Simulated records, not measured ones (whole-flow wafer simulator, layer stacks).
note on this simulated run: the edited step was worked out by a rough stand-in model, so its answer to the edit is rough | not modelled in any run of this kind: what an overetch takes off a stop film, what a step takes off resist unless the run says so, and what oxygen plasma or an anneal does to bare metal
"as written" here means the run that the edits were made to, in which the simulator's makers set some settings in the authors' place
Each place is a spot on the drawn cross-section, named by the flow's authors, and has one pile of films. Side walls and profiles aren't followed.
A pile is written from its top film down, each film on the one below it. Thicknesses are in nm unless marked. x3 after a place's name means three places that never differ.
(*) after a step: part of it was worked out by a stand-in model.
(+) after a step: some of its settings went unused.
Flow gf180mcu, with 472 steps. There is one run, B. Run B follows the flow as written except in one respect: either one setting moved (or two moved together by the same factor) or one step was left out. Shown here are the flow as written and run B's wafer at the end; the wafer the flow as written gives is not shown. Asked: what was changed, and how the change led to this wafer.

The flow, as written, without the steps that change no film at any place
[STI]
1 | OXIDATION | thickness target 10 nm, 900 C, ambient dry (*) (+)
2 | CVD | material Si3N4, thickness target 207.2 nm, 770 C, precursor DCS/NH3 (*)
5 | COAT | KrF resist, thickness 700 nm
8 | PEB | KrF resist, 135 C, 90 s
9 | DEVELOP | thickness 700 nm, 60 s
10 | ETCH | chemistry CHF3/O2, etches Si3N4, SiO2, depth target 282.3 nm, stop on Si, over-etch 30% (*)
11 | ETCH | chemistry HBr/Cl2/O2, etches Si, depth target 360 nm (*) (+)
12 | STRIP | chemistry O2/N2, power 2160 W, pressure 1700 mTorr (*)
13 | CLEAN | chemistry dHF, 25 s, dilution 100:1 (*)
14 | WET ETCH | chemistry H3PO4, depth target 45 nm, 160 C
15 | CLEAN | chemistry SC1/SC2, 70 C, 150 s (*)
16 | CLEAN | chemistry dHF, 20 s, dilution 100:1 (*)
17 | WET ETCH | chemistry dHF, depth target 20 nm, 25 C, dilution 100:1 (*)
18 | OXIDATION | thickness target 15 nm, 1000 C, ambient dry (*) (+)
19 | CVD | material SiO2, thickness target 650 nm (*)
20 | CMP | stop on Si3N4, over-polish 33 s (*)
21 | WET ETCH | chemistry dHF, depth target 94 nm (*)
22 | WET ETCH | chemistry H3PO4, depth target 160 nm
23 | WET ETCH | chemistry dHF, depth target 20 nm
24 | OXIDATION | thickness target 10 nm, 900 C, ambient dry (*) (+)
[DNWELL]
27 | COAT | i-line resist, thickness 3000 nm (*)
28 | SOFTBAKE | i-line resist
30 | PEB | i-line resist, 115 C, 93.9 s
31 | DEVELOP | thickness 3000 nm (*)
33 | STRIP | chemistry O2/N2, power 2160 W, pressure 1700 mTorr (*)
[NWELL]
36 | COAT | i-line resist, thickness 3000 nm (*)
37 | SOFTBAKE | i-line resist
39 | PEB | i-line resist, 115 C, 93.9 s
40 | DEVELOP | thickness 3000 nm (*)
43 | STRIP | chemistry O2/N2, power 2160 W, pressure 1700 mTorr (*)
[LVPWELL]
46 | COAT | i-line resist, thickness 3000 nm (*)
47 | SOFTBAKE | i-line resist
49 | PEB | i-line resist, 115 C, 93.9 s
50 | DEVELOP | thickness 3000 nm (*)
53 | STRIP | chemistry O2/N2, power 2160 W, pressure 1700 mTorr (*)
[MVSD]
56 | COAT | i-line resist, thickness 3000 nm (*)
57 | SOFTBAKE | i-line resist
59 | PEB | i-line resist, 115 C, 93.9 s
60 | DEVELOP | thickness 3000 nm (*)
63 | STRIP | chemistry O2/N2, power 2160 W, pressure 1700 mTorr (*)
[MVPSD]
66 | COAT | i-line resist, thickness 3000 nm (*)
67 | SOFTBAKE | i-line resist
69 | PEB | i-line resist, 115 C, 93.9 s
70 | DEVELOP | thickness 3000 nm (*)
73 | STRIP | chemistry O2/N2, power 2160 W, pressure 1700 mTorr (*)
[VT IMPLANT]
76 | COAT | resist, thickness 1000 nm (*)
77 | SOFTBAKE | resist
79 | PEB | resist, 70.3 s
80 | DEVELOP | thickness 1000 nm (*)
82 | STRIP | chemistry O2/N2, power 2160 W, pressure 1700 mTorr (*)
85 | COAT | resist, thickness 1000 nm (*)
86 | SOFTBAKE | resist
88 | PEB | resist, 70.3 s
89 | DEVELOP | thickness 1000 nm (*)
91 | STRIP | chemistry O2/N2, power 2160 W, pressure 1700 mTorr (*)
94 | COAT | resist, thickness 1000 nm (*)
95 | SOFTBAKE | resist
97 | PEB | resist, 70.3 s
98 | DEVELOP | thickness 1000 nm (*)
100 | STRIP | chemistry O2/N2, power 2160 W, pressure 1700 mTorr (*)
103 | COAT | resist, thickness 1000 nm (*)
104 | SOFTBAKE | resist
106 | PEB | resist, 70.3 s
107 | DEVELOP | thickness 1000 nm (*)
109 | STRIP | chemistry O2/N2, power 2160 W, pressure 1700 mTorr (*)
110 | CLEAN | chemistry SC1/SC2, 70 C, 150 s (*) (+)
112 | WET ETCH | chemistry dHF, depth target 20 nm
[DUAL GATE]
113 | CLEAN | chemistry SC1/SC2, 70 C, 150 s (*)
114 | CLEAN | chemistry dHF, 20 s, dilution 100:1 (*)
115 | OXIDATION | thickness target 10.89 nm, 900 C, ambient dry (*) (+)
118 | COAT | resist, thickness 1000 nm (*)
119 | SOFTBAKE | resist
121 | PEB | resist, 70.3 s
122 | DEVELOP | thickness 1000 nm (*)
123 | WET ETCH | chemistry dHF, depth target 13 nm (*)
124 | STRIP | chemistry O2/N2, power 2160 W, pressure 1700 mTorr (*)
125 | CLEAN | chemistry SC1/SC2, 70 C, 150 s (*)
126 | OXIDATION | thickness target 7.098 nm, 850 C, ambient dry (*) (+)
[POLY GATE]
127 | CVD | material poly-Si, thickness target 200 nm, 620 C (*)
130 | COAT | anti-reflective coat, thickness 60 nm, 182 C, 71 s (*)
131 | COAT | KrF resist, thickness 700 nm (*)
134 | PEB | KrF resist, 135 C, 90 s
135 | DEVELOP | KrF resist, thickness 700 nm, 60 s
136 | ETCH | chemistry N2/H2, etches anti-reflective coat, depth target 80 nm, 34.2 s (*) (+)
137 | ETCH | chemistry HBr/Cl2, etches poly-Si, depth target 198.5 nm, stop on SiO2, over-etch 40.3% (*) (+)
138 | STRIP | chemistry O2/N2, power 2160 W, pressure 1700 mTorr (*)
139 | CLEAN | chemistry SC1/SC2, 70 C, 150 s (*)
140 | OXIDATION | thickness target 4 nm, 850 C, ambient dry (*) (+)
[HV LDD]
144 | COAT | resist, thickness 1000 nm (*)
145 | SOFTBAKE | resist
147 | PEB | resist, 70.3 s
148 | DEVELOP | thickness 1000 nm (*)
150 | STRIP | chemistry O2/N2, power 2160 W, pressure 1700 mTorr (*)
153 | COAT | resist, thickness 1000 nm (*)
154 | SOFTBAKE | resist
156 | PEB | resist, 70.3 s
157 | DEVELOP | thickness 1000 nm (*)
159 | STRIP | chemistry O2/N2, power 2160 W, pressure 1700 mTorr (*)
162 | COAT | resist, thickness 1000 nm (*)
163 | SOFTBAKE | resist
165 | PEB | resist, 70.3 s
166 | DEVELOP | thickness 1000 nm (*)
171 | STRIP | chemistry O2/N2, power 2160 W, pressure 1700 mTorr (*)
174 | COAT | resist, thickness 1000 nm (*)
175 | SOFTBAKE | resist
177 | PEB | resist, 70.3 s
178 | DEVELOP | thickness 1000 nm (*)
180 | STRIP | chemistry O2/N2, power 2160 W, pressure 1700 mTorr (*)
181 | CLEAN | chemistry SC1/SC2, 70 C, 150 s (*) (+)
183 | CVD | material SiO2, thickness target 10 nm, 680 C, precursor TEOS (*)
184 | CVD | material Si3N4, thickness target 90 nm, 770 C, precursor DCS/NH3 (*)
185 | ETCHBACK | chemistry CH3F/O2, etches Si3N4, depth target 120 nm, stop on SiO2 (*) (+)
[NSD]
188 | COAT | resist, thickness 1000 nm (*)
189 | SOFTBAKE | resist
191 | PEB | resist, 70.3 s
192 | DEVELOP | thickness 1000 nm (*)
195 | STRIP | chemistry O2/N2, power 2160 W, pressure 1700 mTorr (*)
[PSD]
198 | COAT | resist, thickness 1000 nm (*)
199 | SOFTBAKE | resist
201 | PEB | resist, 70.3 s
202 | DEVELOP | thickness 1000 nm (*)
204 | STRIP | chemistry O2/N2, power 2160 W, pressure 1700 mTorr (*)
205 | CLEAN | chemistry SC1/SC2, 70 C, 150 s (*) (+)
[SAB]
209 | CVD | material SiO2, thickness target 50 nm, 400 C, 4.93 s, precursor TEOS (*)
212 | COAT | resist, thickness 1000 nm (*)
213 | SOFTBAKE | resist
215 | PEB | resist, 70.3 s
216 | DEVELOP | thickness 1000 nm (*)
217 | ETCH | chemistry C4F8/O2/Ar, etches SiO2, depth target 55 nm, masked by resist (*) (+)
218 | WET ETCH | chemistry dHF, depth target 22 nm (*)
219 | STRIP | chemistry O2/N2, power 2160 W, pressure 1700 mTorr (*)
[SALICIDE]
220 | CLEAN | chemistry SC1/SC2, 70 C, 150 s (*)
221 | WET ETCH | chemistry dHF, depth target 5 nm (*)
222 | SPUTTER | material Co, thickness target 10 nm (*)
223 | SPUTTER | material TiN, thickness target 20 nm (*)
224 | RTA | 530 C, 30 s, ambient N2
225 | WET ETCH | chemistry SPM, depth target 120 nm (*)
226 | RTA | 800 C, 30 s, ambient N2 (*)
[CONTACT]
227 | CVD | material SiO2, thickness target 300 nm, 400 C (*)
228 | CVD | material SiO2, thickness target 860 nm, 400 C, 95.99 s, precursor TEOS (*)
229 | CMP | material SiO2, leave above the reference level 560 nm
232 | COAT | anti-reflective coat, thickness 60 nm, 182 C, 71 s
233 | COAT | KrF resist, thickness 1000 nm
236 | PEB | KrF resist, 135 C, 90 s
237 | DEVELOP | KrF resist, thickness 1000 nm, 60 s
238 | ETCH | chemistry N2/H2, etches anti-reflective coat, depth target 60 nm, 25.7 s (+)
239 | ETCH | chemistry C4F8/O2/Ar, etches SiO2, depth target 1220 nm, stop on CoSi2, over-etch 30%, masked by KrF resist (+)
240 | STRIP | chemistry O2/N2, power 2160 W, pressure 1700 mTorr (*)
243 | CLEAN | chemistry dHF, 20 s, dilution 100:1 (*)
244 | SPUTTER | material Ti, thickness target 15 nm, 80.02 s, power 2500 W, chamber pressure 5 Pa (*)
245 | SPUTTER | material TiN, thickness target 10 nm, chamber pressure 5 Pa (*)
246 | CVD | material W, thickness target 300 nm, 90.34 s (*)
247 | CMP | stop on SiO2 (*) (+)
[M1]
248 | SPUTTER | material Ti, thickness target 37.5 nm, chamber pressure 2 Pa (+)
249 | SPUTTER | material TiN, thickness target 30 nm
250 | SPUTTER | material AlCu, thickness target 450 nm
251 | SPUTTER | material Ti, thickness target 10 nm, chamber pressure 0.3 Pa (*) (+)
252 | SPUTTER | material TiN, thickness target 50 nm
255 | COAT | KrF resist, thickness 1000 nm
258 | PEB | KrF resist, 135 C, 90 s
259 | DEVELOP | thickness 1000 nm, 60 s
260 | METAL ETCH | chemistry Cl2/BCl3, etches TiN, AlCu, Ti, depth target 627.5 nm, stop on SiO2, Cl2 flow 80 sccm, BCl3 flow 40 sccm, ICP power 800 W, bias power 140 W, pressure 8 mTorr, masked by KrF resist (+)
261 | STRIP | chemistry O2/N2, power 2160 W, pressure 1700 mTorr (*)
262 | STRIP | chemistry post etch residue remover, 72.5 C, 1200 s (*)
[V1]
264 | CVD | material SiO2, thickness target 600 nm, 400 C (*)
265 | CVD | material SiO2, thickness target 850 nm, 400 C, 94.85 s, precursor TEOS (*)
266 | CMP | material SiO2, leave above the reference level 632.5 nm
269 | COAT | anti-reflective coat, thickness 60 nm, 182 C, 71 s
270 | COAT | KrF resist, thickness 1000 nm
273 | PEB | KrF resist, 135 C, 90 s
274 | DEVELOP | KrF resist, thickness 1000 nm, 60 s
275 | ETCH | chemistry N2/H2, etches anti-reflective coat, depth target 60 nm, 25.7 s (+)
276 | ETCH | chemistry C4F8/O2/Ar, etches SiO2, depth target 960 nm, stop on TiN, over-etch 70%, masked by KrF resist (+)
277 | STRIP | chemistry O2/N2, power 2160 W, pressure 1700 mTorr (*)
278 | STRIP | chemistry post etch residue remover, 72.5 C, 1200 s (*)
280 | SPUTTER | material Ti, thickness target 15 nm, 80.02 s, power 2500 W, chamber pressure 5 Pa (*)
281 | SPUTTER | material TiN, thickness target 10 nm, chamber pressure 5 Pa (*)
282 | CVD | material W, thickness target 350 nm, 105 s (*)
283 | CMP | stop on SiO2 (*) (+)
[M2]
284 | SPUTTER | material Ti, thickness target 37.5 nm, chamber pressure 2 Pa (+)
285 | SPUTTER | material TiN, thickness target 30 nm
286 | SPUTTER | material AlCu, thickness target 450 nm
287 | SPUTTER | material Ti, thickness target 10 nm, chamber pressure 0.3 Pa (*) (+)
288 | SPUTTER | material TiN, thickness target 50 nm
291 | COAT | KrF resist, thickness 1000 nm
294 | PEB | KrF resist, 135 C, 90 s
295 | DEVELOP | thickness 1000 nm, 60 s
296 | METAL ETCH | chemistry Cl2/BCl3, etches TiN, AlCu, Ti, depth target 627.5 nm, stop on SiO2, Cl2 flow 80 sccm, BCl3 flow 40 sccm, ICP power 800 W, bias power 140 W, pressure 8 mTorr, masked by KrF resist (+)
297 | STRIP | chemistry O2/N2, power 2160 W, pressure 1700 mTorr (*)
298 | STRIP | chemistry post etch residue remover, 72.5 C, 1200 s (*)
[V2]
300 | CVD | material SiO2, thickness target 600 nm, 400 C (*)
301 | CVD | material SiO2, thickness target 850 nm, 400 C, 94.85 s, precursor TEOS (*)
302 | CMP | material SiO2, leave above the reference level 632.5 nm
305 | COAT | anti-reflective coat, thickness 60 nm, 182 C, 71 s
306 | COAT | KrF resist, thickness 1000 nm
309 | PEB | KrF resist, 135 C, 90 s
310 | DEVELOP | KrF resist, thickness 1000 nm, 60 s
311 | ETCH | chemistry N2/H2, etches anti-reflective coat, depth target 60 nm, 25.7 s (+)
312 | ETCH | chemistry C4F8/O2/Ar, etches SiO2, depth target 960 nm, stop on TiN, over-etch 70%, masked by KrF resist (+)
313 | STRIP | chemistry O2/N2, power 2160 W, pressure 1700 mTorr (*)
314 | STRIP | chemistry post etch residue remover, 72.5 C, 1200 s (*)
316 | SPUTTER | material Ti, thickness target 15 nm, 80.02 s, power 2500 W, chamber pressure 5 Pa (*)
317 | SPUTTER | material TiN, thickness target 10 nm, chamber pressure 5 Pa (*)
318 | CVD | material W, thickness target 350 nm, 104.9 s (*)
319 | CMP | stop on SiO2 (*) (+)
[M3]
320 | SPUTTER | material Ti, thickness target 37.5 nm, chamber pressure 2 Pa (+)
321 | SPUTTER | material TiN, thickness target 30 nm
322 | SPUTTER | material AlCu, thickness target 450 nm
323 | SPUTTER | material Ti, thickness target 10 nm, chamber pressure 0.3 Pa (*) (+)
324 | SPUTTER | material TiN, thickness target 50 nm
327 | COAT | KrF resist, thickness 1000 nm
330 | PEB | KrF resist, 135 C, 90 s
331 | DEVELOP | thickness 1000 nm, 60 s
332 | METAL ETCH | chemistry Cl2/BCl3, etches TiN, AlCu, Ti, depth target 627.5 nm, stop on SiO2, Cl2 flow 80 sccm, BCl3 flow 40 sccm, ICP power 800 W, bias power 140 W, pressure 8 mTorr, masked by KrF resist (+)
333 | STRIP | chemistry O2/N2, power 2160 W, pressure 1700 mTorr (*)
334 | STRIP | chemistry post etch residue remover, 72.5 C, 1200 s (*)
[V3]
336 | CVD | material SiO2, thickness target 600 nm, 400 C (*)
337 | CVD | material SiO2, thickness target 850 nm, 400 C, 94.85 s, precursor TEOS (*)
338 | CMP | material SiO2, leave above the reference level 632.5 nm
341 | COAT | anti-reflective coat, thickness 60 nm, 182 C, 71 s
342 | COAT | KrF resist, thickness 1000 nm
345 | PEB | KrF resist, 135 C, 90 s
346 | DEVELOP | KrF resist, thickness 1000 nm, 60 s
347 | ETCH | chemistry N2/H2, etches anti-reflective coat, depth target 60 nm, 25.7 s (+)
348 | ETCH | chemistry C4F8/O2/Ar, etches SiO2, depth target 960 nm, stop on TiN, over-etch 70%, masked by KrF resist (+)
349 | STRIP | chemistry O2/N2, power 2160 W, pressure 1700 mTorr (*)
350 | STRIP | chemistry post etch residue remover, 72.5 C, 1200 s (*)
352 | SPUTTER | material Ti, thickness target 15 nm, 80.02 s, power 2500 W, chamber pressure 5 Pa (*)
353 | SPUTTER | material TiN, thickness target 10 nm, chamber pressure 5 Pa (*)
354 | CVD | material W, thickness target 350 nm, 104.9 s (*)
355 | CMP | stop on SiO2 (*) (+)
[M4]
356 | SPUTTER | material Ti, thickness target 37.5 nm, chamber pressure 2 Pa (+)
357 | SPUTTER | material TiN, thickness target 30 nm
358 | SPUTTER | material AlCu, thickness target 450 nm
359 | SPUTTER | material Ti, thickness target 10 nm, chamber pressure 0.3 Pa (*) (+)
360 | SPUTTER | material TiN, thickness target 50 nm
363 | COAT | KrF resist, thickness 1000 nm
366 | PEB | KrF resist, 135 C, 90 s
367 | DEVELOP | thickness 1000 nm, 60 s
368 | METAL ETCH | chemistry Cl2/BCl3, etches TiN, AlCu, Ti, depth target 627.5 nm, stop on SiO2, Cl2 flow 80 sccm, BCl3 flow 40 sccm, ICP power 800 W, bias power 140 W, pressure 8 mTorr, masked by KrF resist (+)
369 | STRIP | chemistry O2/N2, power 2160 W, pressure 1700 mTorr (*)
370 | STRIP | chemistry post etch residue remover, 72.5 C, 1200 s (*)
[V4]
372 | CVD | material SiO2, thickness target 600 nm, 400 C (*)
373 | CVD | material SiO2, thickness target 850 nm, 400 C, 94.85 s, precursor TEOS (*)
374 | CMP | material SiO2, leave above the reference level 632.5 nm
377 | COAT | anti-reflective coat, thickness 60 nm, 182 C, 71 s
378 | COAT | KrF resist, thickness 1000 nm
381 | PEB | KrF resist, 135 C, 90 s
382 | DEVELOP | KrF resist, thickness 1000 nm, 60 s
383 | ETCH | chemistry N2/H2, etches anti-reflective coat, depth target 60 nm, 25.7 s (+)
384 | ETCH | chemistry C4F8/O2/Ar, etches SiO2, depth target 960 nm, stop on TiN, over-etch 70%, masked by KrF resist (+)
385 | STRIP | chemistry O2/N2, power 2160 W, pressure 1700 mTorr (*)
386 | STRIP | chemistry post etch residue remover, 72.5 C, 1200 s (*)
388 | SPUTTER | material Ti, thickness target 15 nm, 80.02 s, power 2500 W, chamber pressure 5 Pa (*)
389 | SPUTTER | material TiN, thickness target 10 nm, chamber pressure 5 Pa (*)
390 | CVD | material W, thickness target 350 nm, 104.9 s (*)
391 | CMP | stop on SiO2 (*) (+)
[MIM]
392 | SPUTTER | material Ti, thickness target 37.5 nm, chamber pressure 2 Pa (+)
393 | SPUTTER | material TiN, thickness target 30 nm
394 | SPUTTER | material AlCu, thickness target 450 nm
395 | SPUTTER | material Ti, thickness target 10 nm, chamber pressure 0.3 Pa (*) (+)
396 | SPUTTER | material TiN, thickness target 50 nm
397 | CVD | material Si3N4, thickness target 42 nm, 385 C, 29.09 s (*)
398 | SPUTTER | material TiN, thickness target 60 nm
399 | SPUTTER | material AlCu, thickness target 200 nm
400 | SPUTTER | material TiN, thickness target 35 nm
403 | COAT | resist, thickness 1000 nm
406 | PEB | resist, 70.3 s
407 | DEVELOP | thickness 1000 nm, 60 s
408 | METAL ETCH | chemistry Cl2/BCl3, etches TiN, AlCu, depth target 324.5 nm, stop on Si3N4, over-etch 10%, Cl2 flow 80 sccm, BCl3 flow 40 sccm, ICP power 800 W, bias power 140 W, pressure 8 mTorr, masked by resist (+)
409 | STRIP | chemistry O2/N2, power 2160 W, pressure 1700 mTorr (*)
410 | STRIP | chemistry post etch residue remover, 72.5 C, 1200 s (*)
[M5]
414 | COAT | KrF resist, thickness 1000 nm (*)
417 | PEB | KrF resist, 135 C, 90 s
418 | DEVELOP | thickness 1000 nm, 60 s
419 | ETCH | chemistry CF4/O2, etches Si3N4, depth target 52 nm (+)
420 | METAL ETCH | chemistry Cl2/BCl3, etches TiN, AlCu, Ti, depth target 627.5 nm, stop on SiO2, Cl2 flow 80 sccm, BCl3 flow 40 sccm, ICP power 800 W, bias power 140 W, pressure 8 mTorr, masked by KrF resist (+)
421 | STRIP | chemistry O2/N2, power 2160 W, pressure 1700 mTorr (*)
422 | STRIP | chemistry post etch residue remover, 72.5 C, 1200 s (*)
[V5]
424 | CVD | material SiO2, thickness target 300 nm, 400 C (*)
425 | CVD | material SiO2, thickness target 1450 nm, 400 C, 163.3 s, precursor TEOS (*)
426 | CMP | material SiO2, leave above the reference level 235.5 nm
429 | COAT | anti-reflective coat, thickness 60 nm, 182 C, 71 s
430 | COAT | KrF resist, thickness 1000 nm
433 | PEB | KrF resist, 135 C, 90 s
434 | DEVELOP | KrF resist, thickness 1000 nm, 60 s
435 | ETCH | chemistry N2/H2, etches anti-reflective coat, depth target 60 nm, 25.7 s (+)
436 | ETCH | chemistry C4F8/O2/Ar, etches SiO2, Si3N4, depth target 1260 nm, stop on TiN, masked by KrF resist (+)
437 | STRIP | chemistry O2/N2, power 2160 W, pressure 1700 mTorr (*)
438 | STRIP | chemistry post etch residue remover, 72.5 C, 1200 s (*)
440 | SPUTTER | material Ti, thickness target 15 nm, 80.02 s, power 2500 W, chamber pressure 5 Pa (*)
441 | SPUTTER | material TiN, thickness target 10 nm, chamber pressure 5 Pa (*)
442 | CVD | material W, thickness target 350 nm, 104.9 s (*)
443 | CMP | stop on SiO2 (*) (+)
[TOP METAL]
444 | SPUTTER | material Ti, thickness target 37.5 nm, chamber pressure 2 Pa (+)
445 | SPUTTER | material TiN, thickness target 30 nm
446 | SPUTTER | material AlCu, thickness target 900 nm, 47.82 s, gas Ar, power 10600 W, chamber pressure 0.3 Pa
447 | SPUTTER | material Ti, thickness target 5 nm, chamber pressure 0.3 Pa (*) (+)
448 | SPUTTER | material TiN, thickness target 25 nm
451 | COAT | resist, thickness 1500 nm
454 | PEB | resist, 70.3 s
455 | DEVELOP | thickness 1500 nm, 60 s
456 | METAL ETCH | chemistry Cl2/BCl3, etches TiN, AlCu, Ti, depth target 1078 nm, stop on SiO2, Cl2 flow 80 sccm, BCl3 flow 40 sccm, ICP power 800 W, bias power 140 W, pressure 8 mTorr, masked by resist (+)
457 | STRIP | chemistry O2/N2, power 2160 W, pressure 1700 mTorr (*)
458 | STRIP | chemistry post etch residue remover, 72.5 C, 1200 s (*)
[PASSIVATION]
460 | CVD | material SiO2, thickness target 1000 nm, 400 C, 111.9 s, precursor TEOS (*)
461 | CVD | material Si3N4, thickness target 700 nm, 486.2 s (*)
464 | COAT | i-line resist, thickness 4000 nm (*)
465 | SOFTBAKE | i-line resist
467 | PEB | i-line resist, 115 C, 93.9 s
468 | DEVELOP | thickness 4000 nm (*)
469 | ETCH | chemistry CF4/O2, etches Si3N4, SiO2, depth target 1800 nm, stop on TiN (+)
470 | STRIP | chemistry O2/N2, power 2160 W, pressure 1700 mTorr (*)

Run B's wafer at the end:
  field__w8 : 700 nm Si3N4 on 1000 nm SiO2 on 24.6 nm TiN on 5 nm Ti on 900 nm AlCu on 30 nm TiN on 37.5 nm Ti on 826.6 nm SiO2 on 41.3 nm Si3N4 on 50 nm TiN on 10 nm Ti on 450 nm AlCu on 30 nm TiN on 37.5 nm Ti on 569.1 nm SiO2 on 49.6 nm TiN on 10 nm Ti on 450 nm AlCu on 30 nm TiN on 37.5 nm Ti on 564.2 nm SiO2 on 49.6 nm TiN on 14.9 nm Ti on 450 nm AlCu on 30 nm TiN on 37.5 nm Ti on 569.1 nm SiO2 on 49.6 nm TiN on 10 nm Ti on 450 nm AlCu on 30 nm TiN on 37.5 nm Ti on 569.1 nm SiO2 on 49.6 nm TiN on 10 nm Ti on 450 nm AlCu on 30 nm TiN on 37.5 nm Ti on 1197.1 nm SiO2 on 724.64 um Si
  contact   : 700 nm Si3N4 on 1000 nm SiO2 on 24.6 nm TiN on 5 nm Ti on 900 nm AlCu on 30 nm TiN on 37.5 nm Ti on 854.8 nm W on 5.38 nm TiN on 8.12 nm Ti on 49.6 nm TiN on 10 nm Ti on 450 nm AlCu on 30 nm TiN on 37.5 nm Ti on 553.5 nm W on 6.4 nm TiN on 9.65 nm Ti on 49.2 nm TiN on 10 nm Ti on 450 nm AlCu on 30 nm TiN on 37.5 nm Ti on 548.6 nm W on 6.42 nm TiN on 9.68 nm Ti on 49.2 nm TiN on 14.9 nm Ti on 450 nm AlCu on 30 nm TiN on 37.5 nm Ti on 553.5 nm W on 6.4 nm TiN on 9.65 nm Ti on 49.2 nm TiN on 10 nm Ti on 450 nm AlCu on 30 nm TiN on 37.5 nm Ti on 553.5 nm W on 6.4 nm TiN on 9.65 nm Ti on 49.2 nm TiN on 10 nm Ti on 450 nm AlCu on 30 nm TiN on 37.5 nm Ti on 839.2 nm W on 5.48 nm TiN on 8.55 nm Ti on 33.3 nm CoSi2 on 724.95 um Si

The reason: step 323, SPUTTER: thickness target 14.9 nm was run, though the flow has thickness target 10 nm.
One can read it off the wafer: field__w8 has Ti 14.9, and step 323 as written asks for 10 nm.

Step by step, how the change led to this:
  323 | SPUTTER | material Ti, thickness target 10 nm, chamber pressure 0.3 Pa (*) (+)
      field, field__w1, field__w2 and 108 more: +14.9 Ti (new film) (in the flow as written it would be: +10 Ti (new film))
  332 | METAL ETCH | chemistry Cl2/BCl3, etches TiN, AlCu, Ti, depth target 627.5 nm, stop on SiO2, Cl2 flow 80 sccm, BCl3 flow 40 sccm, ICP power 800 W, bias power 140 W, pressure 8 mTorr, masked by KrF resist (+)
      field, field__w1, field__w2 and 103 more: -50 TiN (all of it), -14.9 Ti (all of it), -450 AlCu (all of it), -30 TiN (all of it), -37.5 Ti (all of it) (in the flow as written it would be: -50 TiN (all of it), -10 Ti (all of it), -450 AlCu (all of it), -30 TiN (all of it), -37.5 Ti (all of it))
